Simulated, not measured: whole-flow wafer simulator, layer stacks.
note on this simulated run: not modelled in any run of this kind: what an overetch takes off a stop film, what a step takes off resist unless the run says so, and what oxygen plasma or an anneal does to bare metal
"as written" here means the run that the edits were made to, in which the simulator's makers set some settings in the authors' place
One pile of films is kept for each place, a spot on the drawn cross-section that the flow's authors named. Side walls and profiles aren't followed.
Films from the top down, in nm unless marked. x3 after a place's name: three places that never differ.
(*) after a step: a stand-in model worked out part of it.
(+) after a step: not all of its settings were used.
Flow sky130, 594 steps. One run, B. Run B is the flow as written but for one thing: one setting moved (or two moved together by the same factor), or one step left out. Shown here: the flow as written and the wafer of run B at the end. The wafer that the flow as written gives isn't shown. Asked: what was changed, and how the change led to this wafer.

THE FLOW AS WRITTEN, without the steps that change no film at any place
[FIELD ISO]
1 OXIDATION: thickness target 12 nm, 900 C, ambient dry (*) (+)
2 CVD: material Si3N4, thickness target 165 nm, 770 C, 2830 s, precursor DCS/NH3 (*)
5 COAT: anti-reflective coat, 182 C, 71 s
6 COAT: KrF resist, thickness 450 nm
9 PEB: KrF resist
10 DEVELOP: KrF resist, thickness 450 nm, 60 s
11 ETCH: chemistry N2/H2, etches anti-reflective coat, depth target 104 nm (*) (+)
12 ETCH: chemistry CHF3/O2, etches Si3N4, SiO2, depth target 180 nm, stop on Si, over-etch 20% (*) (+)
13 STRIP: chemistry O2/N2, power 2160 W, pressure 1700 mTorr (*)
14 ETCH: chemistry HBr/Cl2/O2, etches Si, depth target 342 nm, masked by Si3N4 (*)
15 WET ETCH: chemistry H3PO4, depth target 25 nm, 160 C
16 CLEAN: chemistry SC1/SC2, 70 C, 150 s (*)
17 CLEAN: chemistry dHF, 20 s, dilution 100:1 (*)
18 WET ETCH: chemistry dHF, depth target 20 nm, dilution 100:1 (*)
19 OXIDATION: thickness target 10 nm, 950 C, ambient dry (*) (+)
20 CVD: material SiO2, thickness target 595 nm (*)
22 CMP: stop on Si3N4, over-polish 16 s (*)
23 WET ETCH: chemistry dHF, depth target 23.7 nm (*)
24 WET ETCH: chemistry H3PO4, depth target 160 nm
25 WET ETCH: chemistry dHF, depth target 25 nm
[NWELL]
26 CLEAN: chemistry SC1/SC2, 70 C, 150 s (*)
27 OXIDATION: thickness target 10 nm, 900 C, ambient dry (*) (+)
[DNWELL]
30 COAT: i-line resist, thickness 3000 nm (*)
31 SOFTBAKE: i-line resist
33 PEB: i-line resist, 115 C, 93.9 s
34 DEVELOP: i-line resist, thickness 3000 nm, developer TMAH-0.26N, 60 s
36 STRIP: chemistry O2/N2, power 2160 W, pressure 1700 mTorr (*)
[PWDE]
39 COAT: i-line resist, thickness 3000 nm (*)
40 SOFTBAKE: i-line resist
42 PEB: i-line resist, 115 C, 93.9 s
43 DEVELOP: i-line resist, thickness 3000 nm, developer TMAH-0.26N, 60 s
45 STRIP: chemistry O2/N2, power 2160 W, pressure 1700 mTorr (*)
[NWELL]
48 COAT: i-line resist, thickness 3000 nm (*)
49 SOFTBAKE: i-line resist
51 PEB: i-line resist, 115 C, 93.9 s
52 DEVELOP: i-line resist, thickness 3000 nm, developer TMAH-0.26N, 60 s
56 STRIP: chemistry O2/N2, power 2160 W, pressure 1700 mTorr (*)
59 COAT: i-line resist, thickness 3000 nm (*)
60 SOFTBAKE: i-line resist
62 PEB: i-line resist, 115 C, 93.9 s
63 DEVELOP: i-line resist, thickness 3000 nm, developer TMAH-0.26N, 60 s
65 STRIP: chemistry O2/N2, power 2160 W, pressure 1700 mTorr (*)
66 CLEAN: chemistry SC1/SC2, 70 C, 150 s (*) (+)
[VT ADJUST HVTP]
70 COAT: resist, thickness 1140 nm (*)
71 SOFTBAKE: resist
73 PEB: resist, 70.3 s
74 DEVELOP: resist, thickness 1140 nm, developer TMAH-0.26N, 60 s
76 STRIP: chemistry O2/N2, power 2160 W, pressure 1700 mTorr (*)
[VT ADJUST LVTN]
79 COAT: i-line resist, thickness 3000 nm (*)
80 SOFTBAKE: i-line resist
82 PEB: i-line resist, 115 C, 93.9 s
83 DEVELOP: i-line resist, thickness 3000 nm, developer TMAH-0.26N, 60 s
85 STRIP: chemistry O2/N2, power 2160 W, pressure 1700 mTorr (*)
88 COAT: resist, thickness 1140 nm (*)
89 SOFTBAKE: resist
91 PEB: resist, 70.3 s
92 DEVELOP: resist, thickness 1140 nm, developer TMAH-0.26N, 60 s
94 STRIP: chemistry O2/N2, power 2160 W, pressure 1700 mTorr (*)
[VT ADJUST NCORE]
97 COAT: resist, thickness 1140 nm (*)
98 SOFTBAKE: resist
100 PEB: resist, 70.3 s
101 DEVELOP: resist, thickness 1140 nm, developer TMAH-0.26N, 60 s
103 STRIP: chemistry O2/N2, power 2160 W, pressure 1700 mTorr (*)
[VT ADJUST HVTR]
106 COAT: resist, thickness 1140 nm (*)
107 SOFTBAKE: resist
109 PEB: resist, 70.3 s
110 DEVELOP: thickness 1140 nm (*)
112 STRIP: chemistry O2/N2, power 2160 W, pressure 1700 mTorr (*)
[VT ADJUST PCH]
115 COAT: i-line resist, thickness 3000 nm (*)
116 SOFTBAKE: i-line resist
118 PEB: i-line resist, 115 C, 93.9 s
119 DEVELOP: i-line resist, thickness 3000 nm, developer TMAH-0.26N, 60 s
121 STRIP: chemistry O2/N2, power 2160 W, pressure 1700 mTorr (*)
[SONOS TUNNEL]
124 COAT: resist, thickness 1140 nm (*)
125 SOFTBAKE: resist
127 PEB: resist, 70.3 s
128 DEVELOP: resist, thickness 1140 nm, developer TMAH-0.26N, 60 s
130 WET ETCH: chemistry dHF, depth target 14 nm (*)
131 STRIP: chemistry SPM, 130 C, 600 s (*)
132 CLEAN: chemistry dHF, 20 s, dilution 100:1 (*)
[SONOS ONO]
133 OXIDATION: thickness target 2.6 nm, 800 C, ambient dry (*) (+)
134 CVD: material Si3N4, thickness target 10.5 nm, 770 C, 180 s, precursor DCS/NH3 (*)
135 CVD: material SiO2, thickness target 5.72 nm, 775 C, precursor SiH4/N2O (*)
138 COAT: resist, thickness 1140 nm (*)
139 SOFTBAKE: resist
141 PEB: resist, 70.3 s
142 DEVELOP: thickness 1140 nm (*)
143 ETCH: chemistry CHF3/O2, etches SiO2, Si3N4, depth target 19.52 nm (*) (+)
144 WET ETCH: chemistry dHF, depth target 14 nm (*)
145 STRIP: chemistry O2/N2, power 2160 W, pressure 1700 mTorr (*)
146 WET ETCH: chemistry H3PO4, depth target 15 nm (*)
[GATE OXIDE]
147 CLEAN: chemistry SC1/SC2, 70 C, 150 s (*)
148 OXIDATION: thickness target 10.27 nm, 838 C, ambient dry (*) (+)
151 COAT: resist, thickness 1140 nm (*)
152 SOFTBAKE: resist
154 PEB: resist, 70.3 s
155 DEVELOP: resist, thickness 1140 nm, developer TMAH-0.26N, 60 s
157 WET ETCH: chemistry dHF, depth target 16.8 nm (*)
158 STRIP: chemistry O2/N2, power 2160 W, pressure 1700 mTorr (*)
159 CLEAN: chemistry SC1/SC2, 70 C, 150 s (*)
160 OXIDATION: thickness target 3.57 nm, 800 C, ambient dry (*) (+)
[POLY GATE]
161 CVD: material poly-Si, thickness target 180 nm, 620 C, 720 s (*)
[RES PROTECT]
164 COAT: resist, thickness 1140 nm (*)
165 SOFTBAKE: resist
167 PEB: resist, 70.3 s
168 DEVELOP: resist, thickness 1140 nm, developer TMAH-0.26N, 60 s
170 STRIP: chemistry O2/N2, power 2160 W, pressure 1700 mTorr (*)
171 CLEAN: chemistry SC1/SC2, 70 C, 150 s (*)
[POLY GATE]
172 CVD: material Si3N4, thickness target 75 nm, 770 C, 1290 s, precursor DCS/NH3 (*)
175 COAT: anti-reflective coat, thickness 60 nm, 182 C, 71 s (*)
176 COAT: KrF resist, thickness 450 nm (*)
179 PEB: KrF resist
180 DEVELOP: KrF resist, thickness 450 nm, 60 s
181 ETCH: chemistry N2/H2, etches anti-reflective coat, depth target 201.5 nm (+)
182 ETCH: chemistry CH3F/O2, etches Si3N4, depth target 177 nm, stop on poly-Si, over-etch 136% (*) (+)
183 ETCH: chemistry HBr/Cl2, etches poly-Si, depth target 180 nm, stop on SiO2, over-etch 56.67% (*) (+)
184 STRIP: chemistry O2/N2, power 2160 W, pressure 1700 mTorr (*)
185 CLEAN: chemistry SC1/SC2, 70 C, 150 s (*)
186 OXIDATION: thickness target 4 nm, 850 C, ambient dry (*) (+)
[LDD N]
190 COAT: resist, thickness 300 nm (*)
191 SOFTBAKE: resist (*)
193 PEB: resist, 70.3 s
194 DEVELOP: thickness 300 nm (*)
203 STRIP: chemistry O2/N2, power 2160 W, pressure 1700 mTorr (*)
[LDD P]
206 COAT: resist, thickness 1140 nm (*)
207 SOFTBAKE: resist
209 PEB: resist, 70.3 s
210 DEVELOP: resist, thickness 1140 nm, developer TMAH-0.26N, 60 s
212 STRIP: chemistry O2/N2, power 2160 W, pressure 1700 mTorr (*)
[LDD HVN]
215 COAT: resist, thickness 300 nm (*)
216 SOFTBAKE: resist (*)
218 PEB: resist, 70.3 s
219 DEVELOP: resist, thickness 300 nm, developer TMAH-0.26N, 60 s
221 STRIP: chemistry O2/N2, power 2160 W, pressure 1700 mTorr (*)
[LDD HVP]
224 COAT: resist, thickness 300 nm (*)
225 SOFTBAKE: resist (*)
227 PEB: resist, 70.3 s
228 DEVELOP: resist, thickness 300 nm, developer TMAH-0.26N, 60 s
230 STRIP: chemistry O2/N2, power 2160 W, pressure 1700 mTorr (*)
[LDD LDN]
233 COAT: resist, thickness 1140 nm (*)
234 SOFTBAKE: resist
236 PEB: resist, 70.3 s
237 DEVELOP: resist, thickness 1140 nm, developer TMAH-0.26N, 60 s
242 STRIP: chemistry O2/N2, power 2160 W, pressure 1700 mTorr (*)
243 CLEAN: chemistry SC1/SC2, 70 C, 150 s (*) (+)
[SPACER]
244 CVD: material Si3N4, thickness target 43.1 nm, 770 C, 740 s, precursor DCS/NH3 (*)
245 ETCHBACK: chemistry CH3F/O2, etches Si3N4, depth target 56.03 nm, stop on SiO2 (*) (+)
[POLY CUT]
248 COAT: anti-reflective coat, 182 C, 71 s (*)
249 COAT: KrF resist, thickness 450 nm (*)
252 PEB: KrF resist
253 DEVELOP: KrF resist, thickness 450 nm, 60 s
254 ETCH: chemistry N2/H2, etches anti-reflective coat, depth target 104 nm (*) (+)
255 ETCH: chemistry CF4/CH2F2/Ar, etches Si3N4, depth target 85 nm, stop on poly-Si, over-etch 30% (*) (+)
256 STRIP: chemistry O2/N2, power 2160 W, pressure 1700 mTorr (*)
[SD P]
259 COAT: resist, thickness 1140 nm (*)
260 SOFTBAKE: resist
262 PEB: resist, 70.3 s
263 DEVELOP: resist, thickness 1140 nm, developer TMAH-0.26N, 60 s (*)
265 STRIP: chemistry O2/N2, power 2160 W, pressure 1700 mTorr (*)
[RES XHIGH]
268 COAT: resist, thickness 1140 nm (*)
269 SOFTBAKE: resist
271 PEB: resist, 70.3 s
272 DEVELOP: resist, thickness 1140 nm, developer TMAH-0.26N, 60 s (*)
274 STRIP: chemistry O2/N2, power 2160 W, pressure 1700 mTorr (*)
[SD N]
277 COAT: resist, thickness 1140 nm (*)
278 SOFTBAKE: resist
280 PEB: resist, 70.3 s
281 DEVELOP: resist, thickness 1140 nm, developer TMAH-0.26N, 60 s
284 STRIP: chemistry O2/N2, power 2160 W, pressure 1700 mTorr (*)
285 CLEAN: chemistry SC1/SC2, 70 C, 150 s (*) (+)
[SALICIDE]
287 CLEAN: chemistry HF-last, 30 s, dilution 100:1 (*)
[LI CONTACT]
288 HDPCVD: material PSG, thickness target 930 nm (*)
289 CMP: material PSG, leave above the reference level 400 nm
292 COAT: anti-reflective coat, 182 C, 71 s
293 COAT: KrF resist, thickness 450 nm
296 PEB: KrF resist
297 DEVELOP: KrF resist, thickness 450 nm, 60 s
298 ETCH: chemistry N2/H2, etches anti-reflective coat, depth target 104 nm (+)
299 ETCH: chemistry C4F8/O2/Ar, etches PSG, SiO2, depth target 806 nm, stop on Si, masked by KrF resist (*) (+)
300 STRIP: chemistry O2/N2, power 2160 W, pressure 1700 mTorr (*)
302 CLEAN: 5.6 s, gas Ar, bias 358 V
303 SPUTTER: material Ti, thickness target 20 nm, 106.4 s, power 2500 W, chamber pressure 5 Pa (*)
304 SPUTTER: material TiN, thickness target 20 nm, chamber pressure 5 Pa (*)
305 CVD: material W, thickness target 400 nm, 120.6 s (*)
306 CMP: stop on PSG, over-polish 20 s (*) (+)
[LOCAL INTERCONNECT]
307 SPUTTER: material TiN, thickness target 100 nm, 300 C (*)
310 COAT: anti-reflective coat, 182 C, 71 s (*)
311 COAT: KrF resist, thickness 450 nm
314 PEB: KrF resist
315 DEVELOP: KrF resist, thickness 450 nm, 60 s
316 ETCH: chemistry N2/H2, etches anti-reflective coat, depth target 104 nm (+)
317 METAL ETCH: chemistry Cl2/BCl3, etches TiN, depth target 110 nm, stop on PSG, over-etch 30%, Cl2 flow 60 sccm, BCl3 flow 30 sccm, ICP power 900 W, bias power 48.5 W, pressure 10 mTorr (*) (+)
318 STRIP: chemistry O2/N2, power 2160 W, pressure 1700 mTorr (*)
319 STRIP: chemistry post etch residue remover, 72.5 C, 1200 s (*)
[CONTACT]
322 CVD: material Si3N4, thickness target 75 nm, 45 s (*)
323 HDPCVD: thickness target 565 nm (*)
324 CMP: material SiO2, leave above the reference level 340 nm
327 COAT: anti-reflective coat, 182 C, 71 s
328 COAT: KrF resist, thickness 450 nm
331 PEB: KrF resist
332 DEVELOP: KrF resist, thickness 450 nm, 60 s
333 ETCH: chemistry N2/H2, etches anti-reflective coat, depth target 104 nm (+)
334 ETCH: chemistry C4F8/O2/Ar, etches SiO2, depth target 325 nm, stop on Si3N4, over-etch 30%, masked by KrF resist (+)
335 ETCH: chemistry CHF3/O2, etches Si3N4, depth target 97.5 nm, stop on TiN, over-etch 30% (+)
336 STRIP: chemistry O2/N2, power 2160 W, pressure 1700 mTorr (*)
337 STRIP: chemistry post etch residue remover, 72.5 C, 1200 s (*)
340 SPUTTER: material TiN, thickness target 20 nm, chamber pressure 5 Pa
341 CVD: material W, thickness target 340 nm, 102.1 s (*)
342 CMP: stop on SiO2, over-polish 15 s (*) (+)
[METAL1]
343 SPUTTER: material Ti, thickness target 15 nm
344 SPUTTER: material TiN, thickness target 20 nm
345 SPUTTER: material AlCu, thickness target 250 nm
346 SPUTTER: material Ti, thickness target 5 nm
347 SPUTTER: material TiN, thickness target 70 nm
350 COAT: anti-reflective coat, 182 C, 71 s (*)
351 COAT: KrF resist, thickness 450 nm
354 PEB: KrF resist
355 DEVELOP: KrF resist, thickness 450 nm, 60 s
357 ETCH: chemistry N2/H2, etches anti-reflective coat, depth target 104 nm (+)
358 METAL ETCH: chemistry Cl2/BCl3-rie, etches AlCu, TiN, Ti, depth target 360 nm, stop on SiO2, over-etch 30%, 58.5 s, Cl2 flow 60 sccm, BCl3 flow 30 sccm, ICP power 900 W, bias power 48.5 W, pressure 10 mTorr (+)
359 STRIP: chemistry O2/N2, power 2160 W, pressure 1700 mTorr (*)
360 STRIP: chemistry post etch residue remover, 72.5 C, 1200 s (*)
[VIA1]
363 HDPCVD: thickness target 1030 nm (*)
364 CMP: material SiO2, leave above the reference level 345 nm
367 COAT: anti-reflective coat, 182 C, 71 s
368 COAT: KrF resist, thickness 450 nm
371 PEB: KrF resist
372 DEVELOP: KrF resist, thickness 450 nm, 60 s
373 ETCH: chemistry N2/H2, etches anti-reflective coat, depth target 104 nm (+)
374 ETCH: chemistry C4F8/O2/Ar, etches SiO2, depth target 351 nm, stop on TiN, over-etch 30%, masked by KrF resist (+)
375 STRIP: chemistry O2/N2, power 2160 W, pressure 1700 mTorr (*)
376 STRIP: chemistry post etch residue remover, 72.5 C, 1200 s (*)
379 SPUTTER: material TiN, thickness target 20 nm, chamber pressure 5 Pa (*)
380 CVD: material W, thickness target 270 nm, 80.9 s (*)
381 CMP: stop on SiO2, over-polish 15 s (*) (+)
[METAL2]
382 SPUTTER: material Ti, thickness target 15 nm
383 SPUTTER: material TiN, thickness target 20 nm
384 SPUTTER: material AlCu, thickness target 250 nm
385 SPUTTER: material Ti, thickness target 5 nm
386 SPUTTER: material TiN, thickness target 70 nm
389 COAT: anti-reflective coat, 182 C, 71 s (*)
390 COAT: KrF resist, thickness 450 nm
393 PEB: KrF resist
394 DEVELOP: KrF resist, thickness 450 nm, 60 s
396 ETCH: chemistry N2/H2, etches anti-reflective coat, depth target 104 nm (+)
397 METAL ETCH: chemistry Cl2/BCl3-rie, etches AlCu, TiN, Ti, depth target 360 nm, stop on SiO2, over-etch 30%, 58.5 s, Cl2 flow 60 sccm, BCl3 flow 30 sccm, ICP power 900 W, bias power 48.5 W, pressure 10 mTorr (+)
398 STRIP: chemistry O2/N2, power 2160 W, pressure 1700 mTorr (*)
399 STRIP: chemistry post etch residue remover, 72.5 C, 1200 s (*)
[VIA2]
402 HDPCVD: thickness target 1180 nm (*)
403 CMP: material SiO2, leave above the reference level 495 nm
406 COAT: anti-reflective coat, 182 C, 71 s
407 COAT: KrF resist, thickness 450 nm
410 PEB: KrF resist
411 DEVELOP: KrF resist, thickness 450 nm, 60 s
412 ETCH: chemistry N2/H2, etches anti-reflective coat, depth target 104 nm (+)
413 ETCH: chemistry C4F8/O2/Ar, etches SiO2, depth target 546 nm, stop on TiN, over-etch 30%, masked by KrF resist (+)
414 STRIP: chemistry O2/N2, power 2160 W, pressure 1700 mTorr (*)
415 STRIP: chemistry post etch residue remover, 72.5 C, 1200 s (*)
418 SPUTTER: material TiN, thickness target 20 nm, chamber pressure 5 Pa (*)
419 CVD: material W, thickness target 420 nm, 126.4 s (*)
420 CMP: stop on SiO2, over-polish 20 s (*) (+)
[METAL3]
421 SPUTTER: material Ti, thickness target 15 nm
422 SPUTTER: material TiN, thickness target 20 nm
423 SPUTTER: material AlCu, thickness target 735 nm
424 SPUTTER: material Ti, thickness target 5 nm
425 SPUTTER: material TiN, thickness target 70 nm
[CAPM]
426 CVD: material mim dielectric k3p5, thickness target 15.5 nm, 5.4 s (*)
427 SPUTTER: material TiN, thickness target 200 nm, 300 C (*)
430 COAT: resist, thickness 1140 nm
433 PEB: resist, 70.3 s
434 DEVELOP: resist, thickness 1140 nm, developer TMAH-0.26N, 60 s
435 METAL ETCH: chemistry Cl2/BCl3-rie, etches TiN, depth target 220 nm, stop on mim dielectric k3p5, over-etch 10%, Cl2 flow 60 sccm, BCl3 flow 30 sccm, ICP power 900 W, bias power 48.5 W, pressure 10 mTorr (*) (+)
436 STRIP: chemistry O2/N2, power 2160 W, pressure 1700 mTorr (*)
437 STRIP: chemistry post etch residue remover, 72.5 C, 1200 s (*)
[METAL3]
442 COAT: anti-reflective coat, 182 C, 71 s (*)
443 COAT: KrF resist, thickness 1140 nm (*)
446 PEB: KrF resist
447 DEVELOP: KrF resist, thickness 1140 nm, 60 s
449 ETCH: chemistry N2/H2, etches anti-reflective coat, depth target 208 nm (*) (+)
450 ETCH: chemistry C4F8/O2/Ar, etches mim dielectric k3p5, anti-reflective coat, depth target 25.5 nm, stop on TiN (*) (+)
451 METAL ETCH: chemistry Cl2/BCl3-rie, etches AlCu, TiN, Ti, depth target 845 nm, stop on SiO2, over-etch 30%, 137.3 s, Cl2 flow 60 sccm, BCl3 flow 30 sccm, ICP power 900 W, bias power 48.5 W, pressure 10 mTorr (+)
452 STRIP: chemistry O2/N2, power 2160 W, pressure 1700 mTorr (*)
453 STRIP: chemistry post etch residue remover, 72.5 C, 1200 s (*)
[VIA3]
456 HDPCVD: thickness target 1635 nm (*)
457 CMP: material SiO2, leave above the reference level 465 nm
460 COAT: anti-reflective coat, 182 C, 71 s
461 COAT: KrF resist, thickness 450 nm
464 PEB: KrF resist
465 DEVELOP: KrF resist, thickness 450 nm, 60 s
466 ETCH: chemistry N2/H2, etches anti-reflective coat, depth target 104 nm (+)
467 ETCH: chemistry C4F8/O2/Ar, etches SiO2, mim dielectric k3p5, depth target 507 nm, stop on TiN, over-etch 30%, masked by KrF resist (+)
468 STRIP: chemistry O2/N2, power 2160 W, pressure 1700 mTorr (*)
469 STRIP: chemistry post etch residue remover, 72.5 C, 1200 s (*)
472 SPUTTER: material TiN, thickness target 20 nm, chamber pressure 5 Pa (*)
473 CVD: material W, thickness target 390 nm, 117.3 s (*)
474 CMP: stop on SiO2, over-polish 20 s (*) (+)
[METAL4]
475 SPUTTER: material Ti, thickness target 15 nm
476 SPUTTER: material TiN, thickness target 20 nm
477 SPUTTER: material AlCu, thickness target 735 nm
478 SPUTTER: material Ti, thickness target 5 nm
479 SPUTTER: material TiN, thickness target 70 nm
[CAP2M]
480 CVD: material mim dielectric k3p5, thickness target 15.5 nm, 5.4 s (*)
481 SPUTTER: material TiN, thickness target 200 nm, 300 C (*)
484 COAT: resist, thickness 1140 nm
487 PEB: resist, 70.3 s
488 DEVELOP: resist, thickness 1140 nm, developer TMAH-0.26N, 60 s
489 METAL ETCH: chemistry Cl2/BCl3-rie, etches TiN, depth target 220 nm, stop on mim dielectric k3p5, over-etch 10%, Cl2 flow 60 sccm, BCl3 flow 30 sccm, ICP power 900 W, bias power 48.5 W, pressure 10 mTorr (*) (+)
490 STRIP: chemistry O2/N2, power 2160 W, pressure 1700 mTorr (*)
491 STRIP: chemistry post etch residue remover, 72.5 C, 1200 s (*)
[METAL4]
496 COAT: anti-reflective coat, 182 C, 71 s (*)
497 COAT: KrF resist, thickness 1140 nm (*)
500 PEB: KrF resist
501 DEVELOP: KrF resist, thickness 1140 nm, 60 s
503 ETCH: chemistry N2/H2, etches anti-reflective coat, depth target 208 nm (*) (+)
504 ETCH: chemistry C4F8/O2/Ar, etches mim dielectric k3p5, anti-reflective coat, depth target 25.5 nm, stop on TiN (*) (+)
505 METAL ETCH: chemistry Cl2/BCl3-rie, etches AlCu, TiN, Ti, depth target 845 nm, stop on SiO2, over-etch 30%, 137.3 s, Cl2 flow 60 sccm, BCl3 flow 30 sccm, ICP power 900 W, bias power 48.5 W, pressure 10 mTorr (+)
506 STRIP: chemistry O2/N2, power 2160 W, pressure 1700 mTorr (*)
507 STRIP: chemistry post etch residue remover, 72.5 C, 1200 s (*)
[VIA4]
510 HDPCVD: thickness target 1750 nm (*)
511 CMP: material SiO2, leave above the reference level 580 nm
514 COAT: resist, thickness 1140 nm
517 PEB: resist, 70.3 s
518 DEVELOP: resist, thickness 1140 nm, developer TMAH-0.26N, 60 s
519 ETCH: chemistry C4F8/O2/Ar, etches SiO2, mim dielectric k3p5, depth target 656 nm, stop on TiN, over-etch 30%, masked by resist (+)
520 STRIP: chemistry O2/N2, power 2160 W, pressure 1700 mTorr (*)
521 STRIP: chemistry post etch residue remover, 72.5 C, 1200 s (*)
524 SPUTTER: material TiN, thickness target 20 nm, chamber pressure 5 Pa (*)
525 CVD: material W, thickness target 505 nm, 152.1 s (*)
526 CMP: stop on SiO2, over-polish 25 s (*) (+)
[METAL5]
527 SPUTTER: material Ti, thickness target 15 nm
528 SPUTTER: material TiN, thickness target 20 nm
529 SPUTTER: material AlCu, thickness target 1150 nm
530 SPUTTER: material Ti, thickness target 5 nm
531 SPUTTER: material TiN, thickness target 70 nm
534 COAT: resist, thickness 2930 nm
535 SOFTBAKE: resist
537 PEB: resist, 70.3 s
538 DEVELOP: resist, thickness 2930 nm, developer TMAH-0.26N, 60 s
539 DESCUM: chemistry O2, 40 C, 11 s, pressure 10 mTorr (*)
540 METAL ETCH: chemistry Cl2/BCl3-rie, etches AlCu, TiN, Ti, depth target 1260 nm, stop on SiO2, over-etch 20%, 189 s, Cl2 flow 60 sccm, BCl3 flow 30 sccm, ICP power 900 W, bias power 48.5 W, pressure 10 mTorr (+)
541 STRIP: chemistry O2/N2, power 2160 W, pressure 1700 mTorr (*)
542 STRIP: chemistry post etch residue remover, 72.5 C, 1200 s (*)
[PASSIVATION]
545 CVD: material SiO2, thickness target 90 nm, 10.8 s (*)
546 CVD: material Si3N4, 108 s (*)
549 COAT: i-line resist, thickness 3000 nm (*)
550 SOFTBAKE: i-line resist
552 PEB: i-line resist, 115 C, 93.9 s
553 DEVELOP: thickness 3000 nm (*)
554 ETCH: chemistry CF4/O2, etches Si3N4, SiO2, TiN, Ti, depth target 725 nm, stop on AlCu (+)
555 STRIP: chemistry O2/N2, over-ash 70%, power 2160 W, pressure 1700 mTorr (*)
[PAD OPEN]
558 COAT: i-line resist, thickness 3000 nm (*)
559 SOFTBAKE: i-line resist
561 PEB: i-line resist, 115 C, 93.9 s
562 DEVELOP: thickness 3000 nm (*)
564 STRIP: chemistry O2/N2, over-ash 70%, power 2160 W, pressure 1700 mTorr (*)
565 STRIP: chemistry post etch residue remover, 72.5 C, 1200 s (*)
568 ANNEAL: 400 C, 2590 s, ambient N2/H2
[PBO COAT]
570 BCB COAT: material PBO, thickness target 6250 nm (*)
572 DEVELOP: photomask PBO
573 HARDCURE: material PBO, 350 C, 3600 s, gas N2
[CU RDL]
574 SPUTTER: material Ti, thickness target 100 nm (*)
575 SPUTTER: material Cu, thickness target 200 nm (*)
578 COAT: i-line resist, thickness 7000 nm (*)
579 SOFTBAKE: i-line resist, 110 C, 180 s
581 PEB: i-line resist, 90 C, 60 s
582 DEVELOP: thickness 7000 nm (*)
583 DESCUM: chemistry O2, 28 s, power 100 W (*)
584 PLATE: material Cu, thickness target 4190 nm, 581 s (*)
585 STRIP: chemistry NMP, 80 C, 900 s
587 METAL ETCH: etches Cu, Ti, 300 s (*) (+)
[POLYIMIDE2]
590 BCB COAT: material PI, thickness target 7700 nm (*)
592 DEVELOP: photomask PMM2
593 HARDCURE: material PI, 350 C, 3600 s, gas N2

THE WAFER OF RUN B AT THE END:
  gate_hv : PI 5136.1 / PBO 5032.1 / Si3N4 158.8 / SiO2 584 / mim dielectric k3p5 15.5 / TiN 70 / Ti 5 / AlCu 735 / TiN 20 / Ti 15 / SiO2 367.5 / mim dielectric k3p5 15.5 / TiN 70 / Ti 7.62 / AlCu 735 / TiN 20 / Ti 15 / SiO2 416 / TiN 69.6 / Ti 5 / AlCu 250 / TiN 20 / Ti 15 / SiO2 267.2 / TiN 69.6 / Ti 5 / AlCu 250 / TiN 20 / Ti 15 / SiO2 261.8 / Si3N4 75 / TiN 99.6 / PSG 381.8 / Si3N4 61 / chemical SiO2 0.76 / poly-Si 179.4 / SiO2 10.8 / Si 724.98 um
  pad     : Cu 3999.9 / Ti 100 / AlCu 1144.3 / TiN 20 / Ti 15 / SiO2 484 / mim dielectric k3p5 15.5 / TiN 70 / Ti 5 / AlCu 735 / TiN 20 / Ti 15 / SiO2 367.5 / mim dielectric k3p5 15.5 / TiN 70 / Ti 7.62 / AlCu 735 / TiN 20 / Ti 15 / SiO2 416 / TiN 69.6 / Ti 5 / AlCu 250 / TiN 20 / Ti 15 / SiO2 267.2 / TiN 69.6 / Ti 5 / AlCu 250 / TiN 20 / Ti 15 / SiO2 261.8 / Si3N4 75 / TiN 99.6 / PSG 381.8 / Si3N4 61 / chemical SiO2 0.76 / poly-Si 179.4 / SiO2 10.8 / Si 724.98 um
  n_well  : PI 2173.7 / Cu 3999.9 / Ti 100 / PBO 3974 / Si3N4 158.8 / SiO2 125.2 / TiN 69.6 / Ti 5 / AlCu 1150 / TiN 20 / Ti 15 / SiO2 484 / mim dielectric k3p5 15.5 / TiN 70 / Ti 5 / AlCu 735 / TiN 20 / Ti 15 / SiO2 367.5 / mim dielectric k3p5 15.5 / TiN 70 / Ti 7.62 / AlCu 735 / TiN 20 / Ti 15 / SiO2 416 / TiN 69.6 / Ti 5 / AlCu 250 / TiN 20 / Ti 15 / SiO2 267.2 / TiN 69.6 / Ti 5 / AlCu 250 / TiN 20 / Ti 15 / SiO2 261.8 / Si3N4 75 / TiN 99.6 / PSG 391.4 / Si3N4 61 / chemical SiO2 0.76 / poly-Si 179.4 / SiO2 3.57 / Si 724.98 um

The cause: step 424, SPUTTER: thickness target 7.62 nm was run, where the flow has thickness target 5 nm.
It can be read off the wafer: gate_hv has Ti 7.62, and step 424 as written asks for 5 nm.

How the change led to this, step by step:
  424 SPUTTER: material Ti, thickness target 5 nm
      field, active, n_well and 188 more: Ti +7.62 (new film) (as written it would be: Ti +5 (new film))
  451 METAL ETCH: chemistry Cl2/BCl3-rie, etches AlCu, TiN, Ti, depth target 845 nm, stop on SiO2, over-etch 30%, 137.3 s, Cl2 flow 60 sccm, BCl3 flow 30 sccm, ICP power 900 W, bias power 48.5 W, pressure 10 mTorr (+)
      field, gate, spacer and 68 more: TiN -70 (all of it), Ti -7.62 (all of it), AlCu -735 (all of it), TiN -20 (all of it), Ti -15 (all of it), SiO2 -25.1 (as written it would be: TiN -70 (all of it), Ti -5 (all of it), AlCu -735 (all of it), TiN -20 (all of it), Ti -15 (all of it), SiO2 -25.4)
      active, vpp_ln, vpp_iso2 and 11 more: TiN -70 (all of it), Ti -7.62 (all of it), AlCu -735 (all of it), TiN -20 (all of it), Ti -15 (all of it), SiO2 -25.1 (as written it would be: TiN -70 (all of it), Ti -5 (all of it), AlCu -735 (all of it), TiN -20 (all of it), Ti -15 (all of it), SiO2 -25.3)
